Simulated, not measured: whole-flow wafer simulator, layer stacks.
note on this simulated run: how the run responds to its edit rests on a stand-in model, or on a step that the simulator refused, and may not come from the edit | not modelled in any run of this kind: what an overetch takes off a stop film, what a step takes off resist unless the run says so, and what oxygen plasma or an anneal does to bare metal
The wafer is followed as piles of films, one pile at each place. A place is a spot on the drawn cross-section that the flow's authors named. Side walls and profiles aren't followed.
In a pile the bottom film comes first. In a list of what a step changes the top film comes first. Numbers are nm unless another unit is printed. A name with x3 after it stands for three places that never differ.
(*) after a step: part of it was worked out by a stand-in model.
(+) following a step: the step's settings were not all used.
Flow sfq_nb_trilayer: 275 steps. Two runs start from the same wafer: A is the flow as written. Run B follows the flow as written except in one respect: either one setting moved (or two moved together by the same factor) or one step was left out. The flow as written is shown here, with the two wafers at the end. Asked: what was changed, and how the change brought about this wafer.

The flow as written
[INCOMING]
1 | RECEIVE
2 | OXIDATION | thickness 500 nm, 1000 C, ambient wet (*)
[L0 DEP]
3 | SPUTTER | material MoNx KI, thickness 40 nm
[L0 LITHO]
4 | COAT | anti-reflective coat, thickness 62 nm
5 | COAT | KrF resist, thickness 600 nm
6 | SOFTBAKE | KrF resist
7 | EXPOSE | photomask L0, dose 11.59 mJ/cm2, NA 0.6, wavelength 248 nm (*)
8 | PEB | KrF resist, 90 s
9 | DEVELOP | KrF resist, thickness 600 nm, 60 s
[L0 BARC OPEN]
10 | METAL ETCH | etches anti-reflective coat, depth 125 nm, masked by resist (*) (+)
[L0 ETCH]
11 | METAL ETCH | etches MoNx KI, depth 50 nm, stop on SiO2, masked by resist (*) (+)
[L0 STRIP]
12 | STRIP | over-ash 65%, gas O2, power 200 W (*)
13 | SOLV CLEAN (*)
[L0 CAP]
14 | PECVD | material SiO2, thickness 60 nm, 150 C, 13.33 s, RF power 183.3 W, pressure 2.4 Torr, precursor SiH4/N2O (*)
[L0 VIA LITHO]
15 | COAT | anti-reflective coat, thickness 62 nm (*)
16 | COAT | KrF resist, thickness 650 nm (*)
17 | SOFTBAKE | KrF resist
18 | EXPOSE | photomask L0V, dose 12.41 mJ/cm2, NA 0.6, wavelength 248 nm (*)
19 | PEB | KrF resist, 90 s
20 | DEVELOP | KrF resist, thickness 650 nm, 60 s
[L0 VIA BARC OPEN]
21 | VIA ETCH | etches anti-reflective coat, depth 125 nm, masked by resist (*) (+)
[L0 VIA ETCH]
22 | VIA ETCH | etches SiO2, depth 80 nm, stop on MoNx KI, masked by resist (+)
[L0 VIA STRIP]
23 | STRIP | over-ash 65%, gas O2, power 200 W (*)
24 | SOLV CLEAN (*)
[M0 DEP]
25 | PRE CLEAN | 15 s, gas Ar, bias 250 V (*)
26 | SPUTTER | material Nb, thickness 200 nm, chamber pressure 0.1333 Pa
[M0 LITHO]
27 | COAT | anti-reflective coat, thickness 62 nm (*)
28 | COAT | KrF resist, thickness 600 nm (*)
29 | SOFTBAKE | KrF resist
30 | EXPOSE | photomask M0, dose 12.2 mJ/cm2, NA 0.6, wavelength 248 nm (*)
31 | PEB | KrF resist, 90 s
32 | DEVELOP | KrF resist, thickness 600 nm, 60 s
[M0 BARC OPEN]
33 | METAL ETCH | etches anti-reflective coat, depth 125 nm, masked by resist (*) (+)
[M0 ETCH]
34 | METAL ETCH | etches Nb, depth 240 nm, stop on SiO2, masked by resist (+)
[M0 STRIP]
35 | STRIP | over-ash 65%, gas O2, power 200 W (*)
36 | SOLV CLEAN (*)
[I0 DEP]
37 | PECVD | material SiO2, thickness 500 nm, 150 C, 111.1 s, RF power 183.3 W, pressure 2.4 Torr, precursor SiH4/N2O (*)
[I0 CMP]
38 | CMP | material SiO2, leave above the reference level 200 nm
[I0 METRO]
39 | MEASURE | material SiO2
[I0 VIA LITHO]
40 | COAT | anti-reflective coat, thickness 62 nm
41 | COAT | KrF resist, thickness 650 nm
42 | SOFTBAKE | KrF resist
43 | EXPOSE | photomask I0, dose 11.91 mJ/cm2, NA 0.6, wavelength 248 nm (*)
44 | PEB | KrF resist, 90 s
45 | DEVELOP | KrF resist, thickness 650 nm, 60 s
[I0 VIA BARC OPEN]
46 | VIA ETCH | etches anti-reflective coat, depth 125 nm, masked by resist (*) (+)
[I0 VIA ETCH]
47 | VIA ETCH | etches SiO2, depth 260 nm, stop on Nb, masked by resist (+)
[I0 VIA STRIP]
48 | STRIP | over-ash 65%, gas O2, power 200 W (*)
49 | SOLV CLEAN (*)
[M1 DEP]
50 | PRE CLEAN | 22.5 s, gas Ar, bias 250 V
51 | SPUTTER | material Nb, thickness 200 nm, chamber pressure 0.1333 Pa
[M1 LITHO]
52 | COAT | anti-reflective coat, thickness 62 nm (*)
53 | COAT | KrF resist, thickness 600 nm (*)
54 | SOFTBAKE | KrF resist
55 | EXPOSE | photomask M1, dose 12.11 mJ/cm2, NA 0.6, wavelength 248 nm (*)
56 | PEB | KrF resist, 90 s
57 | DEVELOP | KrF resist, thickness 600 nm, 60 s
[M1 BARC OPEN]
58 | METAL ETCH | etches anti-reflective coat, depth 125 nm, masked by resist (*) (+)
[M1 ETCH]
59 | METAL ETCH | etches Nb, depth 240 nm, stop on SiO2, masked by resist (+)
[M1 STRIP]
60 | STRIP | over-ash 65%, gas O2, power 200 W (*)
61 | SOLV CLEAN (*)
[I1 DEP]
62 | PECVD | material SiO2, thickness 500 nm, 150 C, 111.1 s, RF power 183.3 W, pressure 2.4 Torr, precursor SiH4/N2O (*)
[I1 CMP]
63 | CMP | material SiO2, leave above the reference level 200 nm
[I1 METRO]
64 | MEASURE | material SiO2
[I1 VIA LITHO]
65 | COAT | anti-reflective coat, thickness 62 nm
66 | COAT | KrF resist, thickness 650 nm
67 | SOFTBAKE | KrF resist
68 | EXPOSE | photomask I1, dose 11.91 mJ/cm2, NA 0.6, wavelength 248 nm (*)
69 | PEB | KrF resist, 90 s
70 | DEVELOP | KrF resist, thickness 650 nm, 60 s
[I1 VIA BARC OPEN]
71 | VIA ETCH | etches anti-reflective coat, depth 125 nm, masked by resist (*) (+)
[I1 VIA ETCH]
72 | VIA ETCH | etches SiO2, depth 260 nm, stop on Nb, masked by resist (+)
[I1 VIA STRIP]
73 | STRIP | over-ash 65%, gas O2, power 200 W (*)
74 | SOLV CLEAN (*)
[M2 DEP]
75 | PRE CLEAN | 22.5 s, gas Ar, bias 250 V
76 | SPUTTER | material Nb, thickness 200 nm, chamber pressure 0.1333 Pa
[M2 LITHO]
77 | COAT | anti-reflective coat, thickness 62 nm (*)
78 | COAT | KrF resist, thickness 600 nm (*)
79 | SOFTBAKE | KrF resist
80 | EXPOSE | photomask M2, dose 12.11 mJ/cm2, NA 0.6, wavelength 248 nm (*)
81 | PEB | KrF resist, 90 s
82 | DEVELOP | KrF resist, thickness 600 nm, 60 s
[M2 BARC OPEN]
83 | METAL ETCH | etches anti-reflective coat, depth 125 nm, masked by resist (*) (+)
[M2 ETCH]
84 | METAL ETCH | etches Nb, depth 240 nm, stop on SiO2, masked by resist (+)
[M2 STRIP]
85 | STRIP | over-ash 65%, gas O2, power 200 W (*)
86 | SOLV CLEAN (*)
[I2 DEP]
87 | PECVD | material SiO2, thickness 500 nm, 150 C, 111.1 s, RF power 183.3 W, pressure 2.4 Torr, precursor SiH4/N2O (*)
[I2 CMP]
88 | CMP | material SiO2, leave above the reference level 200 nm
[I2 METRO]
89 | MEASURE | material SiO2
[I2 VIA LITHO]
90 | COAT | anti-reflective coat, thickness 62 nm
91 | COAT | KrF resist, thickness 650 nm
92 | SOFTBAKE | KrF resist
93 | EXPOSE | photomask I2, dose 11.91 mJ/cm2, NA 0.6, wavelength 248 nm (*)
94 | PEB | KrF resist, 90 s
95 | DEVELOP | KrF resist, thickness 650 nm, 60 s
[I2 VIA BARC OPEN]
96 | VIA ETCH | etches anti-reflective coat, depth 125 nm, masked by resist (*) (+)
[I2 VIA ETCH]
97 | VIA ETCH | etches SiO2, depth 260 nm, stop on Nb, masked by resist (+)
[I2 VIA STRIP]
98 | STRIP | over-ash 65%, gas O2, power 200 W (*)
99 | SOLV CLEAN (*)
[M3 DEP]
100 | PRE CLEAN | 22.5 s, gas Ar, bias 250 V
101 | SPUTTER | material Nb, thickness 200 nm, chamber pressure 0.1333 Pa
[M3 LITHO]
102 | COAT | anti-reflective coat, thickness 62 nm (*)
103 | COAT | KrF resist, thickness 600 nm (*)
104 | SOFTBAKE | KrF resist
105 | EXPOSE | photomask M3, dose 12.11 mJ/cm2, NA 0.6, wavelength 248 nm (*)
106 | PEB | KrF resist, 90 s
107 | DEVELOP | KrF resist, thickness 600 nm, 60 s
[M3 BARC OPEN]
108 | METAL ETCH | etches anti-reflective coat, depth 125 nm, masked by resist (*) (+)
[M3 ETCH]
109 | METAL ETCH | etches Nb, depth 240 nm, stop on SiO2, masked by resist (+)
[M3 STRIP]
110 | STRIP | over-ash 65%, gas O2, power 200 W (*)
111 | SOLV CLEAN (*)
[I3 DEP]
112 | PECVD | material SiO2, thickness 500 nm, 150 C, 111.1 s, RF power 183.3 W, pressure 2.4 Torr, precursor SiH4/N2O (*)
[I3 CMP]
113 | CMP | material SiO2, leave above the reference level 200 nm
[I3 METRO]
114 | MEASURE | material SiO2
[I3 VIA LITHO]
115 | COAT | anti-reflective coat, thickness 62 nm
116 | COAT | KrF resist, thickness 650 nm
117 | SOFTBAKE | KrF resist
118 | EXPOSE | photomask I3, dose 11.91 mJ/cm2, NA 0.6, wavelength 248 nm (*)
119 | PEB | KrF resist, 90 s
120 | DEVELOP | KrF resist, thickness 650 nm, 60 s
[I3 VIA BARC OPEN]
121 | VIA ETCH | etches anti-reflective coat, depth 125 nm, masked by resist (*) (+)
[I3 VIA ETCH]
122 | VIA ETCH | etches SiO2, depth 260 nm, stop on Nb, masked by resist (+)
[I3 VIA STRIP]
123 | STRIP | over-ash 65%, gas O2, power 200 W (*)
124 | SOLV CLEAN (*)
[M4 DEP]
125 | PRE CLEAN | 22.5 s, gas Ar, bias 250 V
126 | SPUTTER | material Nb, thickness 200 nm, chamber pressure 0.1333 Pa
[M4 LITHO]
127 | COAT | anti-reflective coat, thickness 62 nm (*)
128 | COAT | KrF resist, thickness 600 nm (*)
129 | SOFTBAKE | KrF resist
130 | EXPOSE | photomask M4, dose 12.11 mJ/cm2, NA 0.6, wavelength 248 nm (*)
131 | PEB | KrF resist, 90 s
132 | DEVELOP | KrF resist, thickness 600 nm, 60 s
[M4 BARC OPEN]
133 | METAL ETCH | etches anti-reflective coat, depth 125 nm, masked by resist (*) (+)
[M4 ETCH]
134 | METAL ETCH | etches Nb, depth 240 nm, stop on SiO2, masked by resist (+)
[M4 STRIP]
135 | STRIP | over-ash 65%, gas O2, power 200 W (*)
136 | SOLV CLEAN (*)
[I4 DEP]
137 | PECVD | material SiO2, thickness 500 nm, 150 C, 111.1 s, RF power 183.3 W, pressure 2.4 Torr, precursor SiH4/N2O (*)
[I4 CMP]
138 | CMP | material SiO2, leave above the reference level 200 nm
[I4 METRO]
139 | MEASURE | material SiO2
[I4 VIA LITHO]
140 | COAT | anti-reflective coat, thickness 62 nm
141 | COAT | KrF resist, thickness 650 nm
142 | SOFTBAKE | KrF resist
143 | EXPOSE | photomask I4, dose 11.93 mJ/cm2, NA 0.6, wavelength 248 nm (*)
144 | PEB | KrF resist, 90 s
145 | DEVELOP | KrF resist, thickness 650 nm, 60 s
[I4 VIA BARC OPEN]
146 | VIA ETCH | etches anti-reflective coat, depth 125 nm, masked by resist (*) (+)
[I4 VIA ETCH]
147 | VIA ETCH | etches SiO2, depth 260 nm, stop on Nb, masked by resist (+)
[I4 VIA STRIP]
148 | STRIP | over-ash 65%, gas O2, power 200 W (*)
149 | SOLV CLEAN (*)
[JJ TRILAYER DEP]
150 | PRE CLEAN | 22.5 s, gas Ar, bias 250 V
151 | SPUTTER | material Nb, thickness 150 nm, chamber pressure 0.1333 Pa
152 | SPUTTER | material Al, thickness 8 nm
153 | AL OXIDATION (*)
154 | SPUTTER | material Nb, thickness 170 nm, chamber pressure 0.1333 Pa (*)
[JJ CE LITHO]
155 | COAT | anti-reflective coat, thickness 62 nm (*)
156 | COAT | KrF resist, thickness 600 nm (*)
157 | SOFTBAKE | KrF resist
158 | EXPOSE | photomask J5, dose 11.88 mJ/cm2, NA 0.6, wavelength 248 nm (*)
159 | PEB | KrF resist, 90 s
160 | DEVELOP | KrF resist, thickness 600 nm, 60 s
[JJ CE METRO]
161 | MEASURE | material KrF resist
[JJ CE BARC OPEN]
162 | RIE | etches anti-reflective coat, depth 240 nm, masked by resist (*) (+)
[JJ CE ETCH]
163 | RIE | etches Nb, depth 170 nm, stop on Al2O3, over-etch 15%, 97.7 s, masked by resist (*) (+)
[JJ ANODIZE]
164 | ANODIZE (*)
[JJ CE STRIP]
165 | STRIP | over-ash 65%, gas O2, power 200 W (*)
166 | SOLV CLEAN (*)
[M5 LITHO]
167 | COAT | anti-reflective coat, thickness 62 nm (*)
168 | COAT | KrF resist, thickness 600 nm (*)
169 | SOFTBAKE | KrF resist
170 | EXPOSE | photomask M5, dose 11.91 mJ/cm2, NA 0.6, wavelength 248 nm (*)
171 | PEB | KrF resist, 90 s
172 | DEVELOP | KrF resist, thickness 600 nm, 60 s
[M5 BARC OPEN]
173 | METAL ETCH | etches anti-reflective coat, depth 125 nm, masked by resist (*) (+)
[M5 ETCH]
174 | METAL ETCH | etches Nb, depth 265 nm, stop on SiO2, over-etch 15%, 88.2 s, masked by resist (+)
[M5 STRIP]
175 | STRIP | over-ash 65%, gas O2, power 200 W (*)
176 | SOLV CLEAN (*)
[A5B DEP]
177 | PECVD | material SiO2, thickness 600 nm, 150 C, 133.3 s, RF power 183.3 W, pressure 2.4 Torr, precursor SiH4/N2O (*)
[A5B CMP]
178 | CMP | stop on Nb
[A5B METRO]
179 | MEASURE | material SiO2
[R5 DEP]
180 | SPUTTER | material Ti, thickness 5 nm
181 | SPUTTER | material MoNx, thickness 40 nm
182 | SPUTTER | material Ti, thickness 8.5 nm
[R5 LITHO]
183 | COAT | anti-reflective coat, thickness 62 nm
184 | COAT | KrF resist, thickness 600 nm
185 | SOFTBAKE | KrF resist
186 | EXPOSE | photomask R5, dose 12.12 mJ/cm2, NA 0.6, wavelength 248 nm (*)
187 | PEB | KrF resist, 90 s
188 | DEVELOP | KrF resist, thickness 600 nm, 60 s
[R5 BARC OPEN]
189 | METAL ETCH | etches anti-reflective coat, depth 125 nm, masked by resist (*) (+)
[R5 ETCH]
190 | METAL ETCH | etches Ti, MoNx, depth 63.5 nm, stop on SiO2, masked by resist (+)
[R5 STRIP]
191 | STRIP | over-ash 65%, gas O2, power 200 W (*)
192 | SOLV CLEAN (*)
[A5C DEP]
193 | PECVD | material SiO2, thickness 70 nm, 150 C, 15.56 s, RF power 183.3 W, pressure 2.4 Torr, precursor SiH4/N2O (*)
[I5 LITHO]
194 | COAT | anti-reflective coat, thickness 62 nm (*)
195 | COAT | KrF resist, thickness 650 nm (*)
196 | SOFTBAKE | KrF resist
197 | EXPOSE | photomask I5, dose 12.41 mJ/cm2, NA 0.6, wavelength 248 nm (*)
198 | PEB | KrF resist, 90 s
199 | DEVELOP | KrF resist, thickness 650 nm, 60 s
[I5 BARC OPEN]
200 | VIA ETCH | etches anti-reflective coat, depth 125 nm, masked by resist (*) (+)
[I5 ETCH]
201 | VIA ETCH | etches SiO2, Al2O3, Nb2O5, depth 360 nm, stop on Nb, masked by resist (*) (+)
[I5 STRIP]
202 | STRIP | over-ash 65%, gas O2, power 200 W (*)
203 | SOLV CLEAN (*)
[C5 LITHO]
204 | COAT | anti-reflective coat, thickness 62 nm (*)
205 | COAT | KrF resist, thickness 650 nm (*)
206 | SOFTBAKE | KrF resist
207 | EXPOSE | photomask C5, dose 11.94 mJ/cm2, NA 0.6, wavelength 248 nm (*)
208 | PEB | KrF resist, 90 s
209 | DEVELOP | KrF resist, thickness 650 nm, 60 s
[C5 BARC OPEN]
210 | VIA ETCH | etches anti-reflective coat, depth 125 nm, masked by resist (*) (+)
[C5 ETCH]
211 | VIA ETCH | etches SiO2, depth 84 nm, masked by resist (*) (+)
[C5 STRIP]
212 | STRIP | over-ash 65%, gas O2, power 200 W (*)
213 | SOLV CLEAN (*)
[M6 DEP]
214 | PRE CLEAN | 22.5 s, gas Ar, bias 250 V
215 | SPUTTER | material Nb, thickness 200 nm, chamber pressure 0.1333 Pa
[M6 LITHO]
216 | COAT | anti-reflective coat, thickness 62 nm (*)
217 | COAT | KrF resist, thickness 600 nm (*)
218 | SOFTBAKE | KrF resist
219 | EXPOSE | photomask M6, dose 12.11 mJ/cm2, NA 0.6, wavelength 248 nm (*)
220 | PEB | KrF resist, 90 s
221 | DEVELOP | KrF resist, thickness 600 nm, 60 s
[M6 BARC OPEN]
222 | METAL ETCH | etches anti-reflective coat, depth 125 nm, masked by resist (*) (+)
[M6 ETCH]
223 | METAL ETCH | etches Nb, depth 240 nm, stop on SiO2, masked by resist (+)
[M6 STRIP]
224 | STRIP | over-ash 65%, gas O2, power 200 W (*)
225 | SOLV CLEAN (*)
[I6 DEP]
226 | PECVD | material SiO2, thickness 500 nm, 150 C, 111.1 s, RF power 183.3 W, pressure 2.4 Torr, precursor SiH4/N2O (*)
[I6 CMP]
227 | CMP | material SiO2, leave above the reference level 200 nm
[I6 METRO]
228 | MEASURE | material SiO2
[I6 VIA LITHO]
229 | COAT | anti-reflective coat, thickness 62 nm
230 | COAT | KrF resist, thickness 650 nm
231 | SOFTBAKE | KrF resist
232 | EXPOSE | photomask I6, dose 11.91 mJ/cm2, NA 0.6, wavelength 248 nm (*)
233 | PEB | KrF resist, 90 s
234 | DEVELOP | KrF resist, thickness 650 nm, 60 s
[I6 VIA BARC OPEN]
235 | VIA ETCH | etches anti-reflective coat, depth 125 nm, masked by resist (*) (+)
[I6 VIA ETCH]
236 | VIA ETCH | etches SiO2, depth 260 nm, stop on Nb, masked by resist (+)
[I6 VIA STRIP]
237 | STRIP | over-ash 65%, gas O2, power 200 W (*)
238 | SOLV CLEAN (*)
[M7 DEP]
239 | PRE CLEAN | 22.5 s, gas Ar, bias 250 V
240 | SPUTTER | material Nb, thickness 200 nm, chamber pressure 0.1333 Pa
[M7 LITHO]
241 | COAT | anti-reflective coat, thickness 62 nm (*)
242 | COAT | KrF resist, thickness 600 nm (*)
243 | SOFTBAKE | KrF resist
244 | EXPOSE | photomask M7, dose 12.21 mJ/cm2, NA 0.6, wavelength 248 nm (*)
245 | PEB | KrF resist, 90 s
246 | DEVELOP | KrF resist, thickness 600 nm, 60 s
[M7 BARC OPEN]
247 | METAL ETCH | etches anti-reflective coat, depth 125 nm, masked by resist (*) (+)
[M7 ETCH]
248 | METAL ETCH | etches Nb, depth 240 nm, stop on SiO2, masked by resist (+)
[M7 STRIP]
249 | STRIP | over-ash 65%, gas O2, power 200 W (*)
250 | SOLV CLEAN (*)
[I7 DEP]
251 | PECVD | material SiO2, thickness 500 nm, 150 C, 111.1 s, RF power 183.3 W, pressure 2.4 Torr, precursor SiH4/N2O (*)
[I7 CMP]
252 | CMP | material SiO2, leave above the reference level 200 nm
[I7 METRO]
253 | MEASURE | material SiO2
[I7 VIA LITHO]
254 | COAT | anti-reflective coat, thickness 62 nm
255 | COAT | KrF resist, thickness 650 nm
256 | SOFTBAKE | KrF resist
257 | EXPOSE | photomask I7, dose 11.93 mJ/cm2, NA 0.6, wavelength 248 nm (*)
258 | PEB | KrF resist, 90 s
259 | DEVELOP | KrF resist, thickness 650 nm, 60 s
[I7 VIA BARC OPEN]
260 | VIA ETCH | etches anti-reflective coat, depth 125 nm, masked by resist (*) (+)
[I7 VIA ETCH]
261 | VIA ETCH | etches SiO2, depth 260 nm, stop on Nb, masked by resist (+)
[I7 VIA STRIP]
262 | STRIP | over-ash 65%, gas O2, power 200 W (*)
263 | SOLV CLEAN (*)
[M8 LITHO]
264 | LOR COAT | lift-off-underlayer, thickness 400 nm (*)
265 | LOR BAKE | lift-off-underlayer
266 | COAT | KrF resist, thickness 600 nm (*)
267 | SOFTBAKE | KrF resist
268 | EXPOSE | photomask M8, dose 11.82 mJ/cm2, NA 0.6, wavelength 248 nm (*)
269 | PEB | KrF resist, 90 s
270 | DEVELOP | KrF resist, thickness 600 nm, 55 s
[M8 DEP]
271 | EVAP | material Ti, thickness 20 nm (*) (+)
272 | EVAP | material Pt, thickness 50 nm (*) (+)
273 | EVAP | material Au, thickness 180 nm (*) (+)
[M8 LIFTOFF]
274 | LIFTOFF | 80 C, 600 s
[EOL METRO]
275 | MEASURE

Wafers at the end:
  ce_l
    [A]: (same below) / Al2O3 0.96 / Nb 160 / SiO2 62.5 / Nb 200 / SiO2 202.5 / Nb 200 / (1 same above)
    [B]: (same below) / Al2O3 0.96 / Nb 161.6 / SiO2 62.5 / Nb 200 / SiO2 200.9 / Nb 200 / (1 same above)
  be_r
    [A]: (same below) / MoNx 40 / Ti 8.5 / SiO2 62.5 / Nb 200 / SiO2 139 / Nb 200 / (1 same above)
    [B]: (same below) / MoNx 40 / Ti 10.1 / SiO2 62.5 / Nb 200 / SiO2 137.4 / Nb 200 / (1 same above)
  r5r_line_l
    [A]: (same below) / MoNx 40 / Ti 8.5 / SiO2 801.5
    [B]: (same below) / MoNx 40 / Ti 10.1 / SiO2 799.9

The reason: step 182, SPUTTER: thickness 10.1 nm was run, though the flow has thickness 8.5 nm.
One can read it off the wafer: be_r has Ti 10.1, and step 182 as written asks for 8.5 nm.

The path from the change to this, step by step:
  182 | SPUTTER | material Ti, thickness 8.5 nm
      field_l, v_sur, via_wl and 103 more: A +8.5 Ti (new film) | B +10.1 Ti (new film)
  190 | METAL ETCH | etches Ti, MoNx, depth 63.5 nm, stop on SiO2, masked by resist (+)
      field_l, v_sur, via_wl and 92 more: A -8.5 Ti (all of it), -40 MoNx (all of it), -5 Ti (all of it) | B -10.1 Ti (all of it), -40 MoNx (all of it), -5 Ti (all of it)
      ce_l, c5j, ce_r, wl_jj: A -8.5 Ti (all of it), -40 MoNx (all of it), -5 Ti (all of it), -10 Nb | B -10.1 Ti (all of it), -40 MoNx (all of it), -5 Ti (all of it), -8.4 Nb
